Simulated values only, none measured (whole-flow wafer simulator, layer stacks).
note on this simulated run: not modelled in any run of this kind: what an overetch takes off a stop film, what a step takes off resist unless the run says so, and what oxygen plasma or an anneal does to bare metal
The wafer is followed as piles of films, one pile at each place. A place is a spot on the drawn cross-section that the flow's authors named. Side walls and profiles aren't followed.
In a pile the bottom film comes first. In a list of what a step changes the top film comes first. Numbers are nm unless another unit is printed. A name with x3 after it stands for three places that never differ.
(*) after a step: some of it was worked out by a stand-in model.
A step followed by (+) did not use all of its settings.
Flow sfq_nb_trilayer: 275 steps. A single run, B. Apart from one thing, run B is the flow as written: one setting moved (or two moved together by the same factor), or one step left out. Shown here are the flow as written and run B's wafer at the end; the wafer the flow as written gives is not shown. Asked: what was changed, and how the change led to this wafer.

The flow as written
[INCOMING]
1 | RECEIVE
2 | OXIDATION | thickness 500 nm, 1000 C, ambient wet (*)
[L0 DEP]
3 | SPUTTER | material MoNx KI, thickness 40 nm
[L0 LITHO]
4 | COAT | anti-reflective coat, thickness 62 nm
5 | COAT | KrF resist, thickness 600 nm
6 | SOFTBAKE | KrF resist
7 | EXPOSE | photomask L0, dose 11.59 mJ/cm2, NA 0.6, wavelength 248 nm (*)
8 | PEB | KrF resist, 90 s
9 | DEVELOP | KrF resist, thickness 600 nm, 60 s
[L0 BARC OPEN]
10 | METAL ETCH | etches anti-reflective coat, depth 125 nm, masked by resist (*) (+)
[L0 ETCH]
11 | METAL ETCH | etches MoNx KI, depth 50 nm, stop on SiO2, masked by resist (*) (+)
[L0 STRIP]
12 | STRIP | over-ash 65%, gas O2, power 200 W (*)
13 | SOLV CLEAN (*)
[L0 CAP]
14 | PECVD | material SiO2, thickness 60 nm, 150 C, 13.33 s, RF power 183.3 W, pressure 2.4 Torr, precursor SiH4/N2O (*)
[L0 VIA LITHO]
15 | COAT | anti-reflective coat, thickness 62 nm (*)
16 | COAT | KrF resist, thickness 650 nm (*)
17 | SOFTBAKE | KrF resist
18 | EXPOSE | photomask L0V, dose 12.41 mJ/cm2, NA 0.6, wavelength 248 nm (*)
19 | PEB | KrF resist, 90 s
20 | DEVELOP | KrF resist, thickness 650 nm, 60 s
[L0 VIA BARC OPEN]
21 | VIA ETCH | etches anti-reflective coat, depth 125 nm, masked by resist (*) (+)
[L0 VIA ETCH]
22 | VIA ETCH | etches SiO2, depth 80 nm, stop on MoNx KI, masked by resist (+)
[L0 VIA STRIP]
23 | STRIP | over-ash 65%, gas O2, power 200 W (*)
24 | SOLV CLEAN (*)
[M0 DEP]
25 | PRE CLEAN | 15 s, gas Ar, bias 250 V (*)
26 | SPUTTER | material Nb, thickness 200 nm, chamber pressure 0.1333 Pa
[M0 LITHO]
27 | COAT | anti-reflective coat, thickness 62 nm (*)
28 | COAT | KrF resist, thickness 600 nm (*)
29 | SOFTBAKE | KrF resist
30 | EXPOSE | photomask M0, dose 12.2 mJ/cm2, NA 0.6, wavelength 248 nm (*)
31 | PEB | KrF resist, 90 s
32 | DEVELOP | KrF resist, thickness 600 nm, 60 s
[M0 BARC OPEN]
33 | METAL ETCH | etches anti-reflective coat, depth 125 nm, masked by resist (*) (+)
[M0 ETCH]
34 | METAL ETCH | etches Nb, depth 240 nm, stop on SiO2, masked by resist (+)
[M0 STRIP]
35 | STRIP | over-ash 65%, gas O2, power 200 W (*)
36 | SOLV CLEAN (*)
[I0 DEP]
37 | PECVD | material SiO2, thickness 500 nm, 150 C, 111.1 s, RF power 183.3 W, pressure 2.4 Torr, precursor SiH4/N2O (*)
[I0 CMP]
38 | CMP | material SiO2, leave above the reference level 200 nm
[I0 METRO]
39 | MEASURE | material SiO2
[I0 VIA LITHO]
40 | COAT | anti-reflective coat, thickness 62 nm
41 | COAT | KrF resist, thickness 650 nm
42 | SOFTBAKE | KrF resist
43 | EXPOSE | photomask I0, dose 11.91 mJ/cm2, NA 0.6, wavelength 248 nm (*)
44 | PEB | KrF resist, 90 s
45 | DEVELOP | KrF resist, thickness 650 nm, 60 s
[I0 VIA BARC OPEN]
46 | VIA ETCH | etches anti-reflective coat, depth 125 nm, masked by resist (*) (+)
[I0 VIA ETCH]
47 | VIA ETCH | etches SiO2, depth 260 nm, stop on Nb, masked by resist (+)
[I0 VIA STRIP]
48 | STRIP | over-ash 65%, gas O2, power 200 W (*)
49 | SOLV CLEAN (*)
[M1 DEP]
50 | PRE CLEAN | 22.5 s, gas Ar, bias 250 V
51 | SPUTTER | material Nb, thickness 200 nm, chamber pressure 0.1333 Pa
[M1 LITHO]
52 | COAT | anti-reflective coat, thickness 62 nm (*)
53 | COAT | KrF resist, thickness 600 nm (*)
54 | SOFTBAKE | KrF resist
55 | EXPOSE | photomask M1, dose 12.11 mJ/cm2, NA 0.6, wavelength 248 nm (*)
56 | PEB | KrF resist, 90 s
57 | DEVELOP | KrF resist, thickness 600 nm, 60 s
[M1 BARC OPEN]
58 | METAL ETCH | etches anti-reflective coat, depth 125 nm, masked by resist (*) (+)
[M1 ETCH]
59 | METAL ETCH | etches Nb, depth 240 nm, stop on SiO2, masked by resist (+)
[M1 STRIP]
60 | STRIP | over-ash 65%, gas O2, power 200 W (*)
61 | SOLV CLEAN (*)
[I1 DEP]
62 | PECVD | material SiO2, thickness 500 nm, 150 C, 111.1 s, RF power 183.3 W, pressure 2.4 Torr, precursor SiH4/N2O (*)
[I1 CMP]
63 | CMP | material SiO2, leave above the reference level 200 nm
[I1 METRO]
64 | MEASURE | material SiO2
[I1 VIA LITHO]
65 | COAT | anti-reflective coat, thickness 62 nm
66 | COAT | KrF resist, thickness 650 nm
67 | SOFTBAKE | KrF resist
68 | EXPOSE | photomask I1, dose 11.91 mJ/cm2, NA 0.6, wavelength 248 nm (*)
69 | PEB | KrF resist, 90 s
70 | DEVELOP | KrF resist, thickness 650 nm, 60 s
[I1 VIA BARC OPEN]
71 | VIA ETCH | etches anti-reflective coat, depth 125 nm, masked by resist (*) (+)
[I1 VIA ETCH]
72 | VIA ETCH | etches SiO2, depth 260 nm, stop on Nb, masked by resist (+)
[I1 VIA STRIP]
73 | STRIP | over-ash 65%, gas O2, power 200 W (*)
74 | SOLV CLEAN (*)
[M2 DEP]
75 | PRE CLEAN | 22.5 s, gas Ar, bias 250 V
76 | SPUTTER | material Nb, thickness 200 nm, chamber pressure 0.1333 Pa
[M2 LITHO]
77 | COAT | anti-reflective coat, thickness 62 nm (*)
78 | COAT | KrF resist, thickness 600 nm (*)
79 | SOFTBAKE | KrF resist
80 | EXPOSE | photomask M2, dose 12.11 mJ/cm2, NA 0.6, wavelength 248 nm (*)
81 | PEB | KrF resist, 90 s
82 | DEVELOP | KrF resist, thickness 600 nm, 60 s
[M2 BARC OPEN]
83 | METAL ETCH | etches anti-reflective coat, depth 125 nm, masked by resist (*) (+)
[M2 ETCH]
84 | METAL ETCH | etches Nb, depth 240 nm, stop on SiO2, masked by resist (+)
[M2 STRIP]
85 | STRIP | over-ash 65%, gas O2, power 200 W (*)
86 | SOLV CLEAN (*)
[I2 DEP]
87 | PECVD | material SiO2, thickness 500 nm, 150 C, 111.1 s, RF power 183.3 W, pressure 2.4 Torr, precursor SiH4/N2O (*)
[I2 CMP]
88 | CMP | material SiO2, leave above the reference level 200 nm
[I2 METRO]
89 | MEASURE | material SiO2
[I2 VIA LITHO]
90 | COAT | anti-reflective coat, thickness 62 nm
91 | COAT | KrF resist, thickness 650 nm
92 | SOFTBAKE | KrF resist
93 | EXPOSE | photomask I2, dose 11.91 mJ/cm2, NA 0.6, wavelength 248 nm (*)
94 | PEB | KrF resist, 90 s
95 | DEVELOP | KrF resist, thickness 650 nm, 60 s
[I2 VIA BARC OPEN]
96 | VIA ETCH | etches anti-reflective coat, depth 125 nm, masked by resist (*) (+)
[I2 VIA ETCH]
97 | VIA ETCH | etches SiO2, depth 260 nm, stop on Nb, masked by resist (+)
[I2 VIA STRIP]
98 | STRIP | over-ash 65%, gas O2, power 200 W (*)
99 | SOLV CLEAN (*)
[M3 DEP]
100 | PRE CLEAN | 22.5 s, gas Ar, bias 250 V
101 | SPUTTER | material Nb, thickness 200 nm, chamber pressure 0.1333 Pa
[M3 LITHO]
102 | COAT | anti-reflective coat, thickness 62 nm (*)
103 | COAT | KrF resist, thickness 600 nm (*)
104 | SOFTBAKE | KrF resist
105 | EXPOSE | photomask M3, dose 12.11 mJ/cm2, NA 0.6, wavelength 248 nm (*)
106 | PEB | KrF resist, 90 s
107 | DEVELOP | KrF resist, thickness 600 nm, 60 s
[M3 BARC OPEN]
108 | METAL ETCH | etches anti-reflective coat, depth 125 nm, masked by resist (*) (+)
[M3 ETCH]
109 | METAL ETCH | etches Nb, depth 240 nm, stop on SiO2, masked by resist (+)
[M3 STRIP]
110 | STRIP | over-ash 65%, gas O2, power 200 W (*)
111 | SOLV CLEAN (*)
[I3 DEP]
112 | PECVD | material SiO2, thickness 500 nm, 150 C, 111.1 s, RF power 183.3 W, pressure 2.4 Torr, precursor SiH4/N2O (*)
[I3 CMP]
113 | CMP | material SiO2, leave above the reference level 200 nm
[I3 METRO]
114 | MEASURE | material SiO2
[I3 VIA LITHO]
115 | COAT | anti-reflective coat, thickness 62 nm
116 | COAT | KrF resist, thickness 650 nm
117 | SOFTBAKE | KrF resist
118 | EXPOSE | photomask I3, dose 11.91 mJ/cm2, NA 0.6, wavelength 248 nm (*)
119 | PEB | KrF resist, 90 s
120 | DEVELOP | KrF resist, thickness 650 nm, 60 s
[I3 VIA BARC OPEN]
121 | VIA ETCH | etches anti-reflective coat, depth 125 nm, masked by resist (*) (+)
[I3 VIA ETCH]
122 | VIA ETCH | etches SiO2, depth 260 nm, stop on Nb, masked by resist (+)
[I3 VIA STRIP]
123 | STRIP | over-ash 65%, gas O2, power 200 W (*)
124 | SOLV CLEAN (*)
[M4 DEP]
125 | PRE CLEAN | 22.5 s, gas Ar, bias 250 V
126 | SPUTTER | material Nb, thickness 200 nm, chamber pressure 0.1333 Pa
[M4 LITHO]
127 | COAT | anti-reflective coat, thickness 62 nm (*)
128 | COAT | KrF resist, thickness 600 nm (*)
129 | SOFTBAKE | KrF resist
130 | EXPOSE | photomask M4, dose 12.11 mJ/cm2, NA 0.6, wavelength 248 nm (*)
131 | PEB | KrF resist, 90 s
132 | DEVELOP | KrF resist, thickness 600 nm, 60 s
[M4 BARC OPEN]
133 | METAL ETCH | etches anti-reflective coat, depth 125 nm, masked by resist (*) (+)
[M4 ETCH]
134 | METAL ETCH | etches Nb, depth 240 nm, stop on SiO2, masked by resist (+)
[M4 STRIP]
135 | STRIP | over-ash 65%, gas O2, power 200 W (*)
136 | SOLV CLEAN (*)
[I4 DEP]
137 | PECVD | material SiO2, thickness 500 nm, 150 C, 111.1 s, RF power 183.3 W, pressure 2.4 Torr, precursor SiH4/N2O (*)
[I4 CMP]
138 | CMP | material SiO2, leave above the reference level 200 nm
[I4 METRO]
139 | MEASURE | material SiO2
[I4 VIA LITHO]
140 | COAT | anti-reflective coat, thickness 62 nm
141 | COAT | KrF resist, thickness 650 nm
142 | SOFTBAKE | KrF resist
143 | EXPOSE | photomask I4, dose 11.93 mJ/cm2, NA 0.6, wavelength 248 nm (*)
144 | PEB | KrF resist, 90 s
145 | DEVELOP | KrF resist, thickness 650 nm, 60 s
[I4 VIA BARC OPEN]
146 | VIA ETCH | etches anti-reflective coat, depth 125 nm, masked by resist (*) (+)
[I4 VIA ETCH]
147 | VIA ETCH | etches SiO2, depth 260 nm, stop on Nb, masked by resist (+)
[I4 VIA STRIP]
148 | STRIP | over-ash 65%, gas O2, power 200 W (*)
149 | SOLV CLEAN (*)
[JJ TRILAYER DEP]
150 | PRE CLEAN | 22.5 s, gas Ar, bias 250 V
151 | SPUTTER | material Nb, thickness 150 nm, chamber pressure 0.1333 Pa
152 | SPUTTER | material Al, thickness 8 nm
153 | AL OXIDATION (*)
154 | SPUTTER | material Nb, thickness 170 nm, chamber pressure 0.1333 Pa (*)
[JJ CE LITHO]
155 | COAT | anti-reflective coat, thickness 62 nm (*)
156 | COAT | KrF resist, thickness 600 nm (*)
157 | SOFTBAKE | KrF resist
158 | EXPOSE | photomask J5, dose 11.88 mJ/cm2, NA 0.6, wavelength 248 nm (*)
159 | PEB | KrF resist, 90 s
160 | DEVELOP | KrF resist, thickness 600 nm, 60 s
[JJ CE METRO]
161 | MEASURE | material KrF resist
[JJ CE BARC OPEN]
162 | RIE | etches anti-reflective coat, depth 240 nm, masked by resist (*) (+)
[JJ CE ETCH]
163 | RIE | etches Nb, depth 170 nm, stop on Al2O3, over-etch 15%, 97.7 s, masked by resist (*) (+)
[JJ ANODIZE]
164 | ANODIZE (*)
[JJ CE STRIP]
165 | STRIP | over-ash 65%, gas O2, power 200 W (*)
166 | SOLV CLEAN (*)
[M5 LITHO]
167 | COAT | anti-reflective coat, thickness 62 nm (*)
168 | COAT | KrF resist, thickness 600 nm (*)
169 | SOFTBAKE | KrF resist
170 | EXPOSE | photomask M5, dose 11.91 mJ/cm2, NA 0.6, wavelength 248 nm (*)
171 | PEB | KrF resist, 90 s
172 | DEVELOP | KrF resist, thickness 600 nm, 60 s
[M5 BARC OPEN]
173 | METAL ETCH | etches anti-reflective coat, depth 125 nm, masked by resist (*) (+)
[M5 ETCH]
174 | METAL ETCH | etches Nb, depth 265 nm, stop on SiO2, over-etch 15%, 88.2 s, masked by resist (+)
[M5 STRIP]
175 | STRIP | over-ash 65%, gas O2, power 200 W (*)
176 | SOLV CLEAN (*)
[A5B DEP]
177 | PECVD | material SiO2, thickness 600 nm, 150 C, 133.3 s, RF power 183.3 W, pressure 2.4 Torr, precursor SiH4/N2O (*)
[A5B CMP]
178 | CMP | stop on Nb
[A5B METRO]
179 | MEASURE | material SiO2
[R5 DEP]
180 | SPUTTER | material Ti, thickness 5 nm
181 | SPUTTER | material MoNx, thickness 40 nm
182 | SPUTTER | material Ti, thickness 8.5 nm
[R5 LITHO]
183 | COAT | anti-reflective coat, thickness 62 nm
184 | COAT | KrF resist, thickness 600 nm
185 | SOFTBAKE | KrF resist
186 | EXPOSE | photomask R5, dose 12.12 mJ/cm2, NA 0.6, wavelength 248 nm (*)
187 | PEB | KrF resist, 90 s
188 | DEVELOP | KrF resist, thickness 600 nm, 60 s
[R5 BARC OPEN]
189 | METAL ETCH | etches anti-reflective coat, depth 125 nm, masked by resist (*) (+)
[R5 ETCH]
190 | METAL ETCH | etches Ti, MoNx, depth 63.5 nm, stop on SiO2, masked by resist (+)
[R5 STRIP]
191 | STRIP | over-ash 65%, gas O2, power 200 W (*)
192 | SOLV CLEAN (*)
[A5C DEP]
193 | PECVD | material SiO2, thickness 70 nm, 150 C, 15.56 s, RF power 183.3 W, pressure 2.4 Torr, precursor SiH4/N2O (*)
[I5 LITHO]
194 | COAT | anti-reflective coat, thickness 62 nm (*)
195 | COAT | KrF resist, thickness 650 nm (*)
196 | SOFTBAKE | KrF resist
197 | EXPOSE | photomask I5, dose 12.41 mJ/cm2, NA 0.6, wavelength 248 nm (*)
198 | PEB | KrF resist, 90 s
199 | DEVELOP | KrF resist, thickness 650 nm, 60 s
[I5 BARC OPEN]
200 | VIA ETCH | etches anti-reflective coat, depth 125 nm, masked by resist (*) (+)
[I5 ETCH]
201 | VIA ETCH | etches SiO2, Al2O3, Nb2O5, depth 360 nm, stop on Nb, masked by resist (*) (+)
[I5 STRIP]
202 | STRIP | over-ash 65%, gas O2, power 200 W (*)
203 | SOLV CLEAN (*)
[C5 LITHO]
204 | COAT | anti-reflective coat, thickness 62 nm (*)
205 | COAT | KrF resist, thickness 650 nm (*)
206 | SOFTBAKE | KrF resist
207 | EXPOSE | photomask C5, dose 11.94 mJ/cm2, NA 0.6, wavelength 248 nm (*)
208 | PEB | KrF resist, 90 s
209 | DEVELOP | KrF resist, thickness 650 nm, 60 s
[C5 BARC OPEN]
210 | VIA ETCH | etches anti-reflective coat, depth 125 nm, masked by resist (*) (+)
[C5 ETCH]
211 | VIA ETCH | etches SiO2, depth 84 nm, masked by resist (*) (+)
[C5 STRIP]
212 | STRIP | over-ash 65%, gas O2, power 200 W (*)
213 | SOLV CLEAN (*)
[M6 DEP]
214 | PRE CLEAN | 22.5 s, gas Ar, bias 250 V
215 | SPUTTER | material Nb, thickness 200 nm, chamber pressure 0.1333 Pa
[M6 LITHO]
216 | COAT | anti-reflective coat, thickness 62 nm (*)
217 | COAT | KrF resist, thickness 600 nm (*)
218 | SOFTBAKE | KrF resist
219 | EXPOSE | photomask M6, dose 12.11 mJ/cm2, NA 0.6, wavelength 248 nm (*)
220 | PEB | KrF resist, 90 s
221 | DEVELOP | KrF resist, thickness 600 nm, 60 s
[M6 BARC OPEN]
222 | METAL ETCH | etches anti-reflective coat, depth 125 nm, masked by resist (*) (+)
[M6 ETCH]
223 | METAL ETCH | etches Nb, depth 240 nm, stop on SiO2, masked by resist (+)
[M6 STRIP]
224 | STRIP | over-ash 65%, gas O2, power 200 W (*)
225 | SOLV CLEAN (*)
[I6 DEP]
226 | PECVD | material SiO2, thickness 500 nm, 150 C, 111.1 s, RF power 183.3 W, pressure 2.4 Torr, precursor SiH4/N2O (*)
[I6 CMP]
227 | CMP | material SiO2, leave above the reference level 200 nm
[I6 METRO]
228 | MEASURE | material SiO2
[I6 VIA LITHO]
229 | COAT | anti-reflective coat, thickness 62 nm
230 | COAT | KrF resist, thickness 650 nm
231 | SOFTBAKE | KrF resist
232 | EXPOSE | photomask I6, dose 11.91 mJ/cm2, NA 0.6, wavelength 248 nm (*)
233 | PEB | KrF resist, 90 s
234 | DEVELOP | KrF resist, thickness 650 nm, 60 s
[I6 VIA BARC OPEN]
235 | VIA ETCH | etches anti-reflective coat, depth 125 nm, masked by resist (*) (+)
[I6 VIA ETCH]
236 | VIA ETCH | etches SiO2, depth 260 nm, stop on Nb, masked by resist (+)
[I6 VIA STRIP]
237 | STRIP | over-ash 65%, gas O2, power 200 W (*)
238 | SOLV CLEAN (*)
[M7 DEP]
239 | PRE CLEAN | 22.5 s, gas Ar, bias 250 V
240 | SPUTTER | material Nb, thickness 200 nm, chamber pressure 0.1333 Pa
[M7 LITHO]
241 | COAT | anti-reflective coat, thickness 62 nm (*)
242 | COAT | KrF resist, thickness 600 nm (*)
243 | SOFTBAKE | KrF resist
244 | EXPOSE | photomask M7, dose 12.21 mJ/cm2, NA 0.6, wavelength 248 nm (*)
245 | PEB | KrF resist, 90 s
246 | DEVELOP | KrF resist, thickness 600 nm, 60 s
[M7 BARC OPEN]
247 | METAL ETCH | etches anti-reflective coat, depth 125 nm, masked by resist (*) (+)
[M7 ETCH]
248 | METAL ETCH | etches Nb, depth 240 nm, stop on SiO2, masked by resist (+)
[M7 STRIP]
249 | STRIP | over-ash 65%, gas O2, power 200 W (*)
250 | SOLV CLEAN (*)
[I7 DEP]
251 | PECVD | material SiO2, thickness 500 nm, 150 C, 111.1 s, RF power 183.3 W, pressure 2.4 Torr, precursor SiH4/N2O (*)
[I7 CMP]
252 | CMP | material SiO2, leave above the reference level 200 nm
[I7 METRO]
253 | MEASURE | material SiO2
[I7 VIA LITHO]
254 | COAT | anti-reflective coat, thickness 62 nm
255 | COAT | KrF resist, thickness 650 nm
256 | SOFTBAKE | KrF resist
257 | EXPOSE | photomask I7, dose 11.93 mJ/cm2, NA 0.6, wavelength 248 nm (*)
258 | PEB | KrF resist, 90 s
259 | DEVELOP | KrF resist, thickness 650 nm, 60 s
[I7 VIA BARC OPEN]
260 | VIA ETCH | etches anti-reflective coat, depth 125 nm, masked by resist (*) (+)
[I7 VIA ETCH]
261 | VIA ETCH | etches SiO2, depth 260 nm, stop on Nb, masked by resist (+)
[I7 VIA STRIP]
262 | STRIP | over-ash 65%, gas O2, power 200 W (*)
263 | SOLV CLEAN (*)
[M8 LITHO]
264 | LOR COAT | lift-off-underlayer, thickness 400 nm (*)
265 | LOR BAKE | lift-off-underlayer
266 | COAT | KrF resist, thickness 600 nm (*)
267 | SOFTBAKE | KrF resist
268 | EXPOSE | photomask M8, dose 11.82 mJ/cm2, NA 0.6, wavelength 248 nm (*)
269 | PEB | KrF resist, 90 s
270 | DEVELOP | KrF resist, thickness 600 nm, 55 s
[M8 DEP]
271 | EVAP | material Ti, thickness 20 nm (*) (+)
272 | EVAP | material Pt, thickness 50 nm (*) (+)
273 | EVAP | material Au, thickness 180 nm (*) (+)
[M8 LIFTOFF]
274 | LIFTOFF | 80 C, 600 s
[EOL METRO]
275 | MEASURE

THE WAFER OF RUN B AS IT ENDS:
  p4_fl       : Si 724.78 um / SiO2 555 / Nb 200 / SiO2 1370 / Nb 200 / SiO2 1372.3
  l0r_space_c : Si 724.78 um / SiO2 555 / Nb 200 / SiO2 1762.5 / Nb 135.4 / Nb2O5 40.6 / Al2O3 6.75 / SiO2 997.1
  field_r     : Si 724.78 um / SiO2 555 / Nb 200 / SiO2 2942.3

What caused this: step 152, SPUTTER: thickness 4.4 nm was run, though the flow has thickness 8 nm.

Step by step, how the change led to this:
  152 | SPUTTER | material Al, thickness 8 nm
      field_l, v_sur, via_sp and 100 more: Al gains 4.4 (new film) (in the flow as written it would be: Al gains 8 (new film))
      via_wl, via_wr: Al gains 2.83 (new film) (in the flow as written it would be: Al gains 5.14 (new film))
      (as well as at 1 more place)
  155 | COAT | anti-reflective coat, thickness 62 nm (*)
      via_wl, via_wr: anti-reflective coat gains 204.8 (new film) (in the flow as written it would be: anti-reflective coat gains 209.4 (new film))
  162 | RIE | etches anti-reflective coat, depth 240 nm, masked by resist (*) (+)
      ce_l, c5j, ce_r, wl_jj: KrF resist loses 204.8 (in the flow as written it would be: KrF resist loses 209.4)
      via_wl, via_wr: anti-reflective coat loses 204.8 (all of it) (in the flow as written it would be: anti-reflective coat loses 209.4 (all of it))
  164 | ANODIZE (*)
      field_l, v_sur, via_sp and 96 more: Al2O3 gains 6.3, Nb2O5 gains 40.6 (new film), Al loses 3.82 (all of it), Nb loses 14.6 (in the flow as written it would be: Al2O3 gains 12.2, Nb2O5 gains 29.9 (new film), Al loses 7.42 (all of it), Nb loses 10.8)
      via_wl, via_wr: Al2O3 gains 3.71 (new film), Nb2O5 gains 46 (new film), Al loses 2.25 (all of it), Nb loses 16.5 (in the flow as written it would be: Al2O3 gains 7.52 (new film), Nb2O5 gains 39.2 (new film), Al loses 4.56 (all of it), Nb loses 14.1)
      (as well as at 1 more place)
  174 | METAL ETCH | etches Nb, depth 265 nm, stop on SiO2, over-etch 15%, 88.2 s, masked by resist (+)
      field_l, r_sur, res and 49 more: Al2O3 loses 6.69 (all of it), Nb2O5 loses 40.6 (all of it), Nb loses 135.4 (all of it), SiO2 loses 12.2 (in the flow as written it would be: Al2O3 loses 12.6 (all of it), Nb2O5 loses 29.9 (all of it), Nb loses 139.2 (all of it), SiO2 loses 12.3)
      wl_a_sl: Al2O3 loses 6.68 (all of it), Nb2O5 loses 40.6 (all of it), Nb loses 135.4 (all of it), SiO2 loses 12.2 (in the flow as written it would be: Al2O3 loses 12.6 (all of it), Nb2O5 loses 29.9 (all of it), Nb loses 139.2 (all of it), SiO2 loses 12.3)
  201 | VIA ETCH | etches SiO2, Al2O3, Nb2O5, depth 360 nm, stop on Nb, masked by resist (*) (+)
      be: SiO2 loses 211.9 (all of it), Al2O3 loses 6.75 (all of it), Nb2O5 loses 40.6 (all of it) (in the flow as written it would be: SiO2 loses 216.4 (all of it), Al2O3 loses 12.7 (all of it), Nb2O5 loses 29.9 (all of it))
